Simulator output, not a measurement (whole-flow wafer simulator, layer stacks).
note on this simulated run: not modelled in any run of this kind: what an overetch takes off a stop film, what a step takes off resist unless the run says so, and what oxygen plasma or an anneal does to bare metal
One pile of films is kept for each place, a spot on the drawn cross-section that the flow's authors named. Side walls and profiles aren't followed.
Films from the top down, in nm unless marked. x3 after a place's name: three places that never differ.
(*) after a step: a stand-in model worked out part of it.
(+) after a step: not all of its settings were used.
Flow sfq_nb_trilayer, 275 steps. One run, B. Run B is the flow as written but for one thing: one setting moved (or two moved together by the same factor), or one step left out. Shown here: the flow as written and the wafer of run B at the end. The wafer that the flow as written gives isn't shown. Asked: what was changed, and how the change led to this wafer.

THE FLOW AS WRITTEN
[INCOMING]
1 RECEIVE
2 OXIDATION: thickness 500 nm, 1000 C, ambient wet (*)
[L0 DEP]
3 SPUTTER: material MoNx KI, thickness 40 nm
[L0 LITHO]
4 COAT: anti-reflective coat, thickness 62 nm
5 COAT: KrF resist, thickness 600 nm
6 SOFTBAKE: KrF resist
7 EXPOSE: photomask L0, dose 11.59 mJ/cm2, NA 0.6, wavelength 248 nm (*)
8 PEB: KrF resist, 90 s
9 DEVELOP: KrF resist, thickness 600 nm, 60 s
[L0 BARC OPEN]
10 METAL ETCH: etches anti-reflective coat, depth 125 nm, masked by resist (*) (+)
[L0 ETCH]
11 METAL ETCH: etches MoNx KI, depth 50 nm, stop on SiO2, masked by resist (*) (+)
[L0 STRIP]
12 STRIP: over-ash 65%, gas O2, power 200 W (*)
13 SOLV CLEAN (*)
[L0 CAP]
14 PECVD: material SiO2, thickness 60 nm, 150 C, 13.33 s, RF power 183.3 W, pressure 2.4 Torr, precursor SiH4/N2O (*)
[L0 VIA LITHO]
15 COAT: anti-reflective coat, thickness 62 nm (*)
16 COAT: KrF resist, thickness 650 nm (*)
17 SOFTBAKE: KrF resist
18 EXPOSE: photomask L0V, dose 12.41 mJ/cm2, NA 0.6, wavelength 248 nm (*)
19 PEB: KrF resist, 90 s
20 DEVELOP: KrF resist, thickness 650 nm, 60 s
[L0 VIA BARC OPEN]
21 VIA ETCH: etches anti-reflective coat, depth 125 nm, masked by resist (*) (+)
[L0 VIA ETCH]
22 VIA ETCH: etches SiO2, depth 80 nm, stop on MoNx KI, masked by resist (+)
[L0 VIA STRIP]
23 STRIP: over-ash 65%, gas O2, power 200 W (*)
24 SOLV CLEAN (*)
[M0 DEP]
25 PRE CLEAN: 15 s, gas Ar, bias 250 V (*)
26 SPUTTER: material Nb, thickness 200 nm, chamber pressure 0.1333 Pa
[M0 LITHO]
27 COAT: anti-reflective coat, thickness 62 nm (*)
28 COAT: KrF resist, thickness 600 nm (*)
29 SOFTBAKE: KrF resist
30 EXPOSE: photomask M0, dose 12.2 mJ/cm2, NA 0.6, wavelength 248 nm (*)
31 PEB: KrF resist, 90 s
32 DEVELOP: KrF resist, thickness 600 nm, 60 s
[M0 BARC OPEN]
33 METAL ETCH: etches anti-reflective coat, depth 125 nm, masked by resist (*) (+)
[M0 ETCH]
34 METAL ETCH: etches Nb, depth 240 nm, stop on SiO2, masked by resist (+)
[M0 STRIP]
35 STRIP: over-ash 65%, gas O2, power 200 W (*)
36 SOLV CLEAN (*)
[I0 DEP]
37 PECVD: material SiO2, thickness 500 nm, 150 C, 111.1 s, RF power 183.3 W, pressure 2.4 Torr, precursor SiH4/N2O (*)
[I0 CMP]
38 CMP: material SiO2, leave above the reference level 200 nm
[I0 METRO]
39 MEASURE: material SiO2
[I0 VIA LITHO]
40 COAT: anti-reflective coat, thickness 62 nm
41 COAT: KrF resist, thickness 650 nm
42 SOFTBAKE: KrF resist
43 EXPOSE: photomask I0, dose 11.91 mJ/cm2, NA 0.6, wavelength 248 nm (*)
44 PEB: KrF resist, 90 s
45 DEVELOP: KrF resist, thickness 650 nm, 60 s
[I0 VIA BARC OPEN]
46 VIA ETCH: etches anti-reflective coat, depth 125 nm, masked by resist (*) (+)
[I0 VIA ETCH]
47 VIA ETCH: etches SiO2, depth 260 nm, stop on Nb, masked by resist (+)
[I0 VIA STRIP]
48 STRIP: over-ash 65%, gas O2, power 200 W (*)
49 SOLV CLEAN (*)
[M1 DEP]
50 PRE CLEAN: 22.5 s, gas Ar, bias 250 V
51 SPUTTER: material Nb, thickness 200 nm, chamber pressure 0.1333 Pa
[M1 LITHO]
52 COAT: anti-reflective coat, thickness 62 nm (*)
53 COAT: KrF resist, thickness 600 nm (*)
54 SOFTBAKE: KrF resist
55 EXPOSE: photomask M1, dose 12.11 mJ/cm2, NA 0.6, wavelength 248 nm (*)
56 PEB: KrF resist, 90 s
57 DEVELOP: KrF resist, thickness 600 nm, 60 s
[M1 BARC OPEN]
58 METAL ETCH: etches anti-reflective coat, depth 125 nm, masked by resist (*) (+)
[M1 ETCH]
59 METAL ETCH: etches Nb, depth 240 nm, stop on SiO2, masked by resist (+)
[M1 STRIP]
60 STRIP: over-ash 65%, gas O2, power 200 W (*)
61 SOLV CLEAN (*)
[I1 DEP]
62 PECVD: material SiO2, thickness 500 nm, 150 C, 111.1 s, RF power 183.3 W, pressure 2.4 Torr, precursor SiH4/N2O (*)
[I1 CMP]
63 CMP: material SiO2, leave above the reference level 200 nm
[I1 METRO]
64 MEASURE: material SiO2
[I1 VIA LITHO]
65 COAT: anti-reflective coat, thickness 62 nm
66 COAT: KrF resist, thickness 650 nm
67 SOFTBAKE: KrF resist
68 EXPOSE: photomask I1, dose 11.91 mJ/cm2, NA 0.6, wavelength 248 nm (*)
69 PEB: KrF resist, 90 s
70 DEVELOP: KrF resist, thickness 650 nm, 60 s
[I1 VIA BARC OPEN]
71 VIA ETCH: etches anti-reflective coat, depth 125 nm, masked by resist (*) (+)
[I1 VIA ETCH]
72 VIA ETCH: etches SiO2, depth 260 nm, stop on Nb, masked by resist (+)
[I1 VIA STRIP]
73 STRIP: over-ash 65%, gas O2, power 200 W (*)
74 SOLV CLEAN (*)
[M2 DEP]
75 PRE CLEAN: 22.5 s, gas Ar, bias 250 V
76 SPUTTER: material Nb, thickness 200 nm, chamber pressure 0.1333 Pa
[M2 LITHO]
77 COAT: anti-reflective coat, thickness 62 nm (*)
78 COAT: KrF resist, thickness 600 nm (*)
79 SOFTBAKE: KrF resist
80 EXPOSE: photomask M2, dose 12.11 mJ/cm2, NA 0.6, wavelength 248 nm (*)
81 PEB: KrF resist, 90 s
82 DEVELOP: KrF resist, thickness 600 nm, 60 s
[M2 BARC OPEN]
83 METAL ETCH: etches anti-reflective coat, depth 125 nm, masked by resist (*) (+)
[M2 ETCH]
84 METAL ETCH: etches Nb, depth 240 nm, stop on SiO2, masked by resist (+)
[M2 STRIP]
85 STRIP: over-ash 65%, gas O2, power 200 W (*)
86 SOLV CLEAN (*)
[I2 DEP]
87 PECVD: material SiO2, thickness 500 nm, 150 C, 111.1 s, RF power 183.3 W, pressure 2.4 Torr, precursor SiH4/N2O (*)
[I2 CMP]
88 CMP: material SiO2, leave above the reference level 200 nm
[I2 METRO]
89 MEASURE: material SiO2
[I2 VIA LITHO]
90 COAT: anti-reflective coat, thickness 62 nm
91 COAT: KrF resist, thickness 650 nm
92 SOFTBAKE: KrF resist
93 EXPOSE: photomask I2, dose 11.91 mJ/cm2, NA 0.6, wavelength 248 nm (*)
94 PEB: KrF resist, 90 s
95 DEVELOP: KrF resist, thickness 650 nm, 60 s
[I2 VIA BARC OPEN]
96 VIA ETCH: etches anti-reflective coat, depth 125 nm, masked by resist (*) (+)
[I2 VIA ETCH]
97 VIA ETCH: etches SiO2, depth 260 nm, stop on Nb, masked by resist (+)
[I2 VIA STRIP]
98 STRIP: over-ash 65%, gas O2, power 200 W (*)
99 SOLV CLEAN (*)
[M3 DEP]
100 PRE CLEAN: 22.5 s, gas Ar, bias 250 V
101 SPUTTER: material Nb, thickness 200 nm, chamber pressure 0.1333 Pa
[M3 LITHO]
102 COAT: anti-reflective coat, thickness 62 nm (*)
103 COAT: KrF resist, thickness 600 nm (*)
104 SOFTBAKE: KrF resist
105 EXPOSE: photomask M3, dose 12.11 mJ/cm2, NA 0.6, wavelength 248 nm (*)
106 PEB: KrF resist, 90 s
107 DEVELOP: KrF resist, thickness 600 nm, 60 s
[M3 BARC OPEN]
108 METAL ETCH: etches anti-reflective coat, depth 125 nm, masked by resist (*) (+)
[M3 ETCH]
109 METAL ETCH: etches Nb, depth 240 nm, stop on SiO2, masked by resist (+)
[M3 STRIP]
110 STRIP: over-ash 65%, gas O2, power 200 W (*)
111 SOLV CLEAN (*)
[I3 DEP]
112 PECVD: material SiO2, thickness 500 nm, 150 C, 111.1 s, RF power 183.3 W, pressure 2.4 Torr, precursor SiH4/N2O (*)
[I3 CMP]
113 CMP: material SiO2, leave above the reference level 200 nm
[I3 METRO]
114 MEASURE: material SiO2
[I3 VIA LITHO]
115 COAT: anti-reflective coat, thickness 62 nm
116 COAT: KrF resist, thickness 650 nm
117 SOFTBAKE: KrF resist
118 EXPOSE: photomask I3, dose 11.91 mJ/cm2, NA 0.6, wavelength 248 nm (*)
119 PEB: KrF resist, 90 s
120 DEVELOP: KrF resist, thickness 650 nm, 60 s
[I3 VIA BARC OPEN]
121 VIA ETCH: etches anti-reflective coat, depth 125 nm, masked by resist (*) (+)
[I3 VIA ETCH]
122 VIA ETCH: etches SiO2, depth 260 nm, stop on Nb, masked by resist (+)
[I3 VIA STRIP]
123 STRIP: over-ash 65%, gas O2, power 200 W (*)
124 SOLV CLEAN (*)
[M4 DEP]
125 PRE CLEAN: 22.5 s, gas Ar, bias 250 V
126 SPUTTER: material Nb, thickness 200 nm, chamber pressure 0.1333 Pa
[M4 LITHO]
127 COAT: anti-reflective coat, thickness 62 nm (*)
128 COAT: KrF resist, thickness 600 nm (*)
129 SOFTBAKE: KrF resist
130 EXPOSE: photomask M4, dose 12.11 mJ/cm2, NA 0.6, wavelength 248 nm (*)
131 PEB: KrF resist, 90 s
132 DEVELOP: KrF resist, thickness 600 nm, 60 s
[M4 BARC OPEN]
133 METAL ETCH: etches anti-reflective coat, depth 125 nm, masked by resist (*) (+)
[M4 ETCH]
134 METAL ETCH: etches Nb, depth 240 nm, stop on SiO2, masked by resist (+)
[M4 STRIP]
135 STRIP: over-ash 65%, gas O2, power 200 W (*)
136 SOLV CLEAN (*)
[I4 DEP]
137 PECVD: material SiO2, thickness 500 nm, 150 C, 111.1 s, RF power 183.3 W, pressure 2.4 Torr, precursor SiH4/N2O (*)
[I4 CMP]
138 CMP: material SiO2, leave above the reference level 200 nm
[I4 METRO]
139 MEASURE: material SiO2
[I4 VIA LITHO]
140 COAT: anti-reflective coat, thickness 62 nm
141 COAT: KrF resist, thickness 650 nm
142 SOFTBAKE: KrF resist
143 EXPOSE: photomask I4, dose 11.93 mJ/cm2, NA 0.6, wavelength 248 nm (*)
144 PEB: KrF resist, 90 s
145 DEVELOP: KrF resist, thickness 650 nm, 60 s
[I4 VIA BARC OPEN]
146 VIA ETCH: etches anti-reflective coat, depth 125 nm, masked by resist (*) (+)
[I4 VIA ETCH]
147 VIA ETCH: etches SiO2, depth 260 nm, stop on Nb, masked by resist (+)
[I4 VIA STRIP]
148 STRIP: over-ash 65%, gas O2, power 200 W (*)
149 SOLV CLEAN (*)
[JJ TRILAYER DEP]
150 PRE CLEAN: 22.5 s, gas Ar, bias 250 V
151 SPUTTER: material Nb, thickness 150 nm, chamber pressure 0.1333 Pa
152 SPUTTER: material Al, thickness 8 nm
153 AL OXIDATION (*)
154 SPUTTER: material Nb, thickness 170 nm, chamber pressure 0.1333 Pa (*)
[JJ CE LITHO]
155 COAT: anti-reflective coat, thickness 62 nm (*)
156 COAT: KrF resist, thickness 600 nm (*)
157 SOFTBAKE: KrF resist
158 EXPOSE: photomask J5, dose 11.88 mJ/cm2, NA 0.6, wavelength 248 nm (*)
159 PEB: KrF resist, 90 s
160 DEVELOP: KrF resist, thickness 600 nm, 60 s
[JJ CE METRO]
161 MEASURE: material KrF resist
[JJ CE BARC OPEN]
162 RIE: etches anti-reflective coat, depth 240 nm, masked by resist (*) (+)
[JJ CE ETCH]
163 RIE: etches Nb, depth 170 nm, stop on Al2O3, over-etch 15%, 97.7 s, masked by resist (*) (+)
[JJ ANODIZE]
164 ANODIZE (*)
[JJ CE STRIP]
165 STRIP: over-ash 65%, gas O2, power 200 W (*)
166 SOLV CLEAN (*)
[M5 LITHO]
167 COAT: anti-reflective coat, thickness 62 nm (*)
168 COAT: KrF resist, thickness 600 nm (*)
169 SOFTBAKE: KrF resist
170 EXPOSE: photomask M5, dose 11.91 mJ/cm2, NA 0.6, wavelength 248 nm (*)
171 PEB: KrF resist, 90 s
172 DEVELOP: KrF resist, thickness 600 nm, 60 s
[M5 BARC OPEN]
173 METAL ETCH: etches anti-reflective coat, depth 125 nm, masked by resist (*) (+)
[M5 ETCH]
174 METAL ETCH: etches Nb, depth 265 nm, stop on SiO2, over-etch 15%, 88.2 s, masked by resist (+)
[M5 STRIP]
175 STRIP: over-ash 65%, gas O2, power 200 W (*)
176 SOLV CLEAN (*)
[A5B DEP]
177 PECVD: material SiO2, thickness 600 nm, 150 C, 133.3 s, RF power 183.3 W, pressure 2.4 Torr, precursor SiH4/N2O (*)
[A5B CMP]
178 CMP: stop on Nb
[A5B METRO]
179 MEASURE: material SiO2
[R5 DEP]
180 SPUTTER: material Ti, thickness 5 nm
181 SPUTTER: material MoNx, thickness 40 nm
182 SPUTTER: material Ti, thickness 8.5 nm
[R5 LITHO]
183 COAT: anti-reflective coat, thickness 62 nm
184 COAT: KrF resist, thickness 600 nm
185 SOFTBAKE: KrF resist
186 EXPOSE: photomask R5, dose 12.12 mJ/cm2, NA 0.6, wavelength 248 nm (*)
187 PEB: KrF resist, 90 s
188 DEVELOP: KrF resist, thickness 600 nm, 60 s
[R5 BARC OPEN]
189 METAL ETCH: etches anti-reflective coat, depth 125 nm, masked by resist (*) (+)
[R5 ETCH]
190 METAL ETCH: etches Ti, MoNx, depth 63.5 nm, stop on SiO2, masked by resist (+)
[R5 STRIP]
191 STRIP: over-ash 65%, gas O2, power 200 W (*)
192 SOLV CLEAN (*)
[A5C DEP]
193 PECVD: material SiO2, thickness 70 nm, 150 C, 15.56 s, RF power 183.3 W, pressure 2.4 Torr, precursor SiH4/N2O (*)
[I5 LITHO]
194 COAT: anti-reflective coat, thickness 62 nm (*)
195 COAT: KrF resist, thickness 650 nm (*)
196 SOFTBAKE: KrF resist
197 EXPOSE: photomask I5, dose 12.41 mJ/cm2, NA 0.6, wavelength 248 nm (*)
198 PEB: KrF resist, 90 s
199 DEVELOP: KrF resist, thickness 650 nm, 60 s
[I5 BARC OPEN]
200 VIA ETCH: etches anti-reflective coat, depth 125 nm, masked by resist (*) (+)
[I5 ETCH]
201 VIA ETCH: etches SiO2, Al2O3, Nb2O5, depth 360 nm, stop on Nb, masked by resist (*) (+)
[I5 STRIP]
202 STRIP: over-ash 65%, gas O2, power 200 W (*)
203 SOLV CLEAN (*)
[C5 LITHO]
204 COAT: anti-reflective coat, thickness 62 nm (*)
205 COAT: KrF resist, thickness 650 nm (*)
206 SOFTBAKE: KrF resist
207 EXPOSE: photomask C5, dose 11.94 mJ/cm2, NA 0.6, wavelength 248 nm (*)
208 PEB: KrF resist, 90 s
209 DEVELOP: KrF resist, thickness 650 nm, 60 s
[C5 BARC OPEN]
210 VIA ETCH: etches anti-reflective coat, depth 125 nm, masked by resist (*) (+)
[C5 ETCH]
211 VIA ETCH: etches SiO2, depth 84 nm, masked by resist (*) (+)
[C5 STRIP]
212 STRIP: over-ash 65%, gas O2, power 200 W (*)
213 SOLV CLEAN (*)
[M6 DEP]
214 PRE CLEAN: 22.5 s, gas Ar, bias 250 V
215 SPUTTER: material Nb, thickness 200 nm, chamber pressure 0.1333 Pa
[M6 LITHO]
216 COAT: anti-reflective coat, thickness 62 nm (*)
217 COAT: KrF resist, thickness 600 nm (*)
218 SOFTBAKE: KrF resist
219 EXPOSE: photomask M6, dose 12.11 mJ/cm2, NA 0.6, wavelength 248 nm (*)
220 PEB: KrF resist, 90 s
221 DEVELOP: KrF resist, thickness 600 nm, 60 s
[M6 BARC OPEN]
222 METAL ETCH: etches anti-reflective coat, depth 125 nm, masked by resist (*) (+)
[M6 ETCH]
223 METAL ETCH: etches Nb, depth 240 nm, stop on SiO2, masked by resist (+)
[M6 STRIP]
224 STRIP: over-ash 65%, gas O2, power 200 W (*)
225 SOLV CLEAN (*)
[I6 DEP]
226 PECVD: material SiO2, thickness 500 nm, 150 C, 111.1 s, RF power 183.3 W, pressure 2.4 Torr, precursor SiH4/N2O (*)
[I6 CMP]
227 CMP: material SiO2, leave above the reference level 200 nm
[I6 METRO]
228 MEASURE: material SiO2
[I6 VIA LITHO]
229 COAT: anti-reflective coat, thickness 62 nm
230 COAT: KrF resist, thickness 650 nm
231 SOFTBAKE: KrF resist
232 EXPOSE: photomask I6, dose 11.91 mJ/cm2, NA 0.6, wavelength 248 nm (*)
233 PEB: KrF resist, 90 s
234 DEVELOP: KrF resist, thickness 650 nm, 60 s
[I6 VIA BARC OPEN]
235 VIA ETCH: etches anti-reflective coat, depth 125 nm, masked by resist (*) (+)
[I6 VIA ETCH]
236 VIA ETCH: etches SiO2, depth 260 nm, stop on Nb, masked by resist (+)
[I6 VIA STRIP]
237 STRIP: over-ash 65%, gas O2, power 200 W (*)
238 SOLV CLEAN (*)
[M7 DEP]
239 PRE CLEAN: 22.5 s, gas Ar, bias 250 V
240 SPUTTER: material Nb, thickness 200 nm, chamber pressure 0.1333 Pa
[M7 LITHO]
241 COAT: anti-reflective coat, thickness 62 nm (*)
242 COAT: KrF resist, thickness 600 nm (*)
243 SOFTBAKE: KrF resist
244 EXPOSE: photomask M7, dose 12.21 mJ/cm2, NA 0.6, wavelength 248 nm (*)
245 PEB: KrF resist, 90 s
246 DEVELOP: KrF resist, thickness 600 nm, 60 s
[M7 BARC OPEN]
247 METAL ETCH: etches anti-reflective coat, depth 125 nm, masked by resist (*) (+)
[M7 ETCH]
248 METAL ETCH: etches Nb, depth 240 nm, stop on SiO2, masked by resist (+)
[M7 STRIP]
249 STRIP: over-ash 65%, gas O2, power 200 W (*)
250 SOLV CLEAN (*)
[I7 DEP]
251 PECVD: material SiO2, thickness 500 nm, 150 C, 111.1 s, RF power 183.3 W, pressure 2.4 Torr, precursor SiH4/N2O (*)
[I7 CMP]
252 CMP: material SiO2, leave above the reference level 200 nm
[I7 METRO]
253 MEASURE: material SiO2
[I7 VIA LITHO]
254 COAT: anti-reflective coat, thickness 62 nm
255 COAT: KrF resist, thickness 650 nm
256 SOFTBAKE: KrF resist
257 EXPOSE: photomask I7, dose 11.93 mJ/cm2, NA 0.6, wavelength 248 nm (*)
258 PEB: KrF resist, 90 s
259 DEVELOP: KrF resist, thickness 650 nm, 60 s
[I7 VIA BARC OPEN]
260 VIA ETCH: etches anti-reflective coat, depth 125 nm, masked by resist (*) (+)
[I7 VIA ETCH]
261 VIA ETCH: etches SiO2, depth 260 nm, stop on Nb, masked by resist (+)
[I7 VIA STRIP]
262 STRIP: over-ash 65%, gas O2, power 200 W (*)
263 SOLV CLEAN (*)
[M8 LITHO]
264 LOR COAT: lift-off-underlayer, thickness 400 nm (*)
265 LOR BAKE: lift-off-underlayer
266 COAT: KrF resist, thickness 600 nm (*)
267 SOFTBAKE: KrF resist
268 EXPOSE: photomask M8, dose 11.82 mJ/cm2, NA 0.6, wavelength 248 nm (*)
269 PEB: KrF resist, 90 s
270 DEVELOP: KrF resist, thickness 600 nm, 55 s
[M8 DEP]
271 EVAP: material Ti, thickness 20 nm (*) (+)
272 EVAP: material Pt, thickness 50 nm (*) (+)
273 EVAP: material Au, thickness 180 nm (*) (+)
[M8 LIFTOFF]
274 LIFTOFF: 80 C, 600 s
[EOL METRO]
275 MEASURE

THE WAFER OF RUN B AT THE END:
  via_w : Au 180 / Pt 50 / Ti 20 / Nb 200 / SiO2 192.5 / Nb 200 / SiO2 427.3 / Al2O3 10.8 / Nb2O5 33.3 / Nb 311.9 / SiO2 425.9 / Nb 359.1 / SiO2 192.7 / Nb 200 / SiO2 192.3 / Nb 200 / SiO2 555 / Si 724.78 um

The cause: step 47, VIA ETCH: etches SiO2, depth 260 nm, stop on Nb, masked by resist (+), was left out.

How the change led to this, step by step:
  48 STRIP: over-ash 65%, gas O2, power 200 W (*)
      field_l, v_sur, via_wl and 102 more: KrF resist -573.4 (all of it), anti-reflective coat -62 (all of it) (as written it would be: KrF resist -528.6 (all of it), anti-reflective coat -62 (all of it))
  50 PRE CLEAN: 22.5 s, gas Ar, bias 250 V
      via_w: SiO2 -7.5 (as written it would be: Nb -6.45)
  51 SPUTTER: material Nb, thickness 200 nm, chamber pressure 0.1333 Pa
      via_w: Nb +200 (new film) (as written it would be: Nb +174.5)
  52 COAT: anti-reflective coat, thickness 62 nm (*)
      via_wl: anti-reflective coat +62 (new film) (as written it would be: anti-reflective coat +33.8 (new film))
      via_w: anti-reflective coat +62.1 (new film) (as written it would be: anti-reflective coat +123.1 (new film))
      (and at 1 more place)
  53 COAT: KrF resist, thickness 600 nm (*)
      v_sur: KrF resist +600 (new film) (as written it would be: KrF resist +583.4 (new film))
      via_w: KrF resist +600.1 (new film) (as written it would be: KrF resist +731.8 (new film))
      (and at 1 more place)
  60 STRIP: over-ash 65%, gas O2, power 200 W (*)
      v_sur: KrF resist -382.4 (all of it), anti-reflective coat -62 (all of it) (as written it would be: KrF resist -365.9 (all of it), anti-reflective coat -61.1 (all of it))
      via_wl: KrF resist -382.4 (all of it), anti-reflective coat -62 (all of it) (as written it would be: KrF resist -385.5 (all of it), anti-reflective coat -33.8 (all of it))
      (and at 3 more places)
  62 PECVD: material SiO2, thickness 500 nm, 150 C, 111.1 s, RF power 183.3 W, pressure 2.4 Torr, precursor SiH4/N2O (*)
      via_w: SiO2 +500 (new film) (as written it would be: SiO2 +606 (new film))
  63 CMP: material SiO2, leave above the reference level 200 nm
      via_w: SiO2 -299.8 (as written it would be: SiO2 -181.6)
Counting metal films that touch as one body, via_w has 6 bodies (between them, from the top down: SiO2 192.5; SiO2 427.3 / Al2O3 10.8 / Nb2O5 33.3; SiO2 425.9; SiO2 192.7; SiO2 192.3); the flow as written gives 5 bodies (between them, from the top down: SiO2 192.5; SiO2 427.3 / Al2O3 10.8 / Nb2O5 33.3; SiO2 425.9; SiO2 416.9).
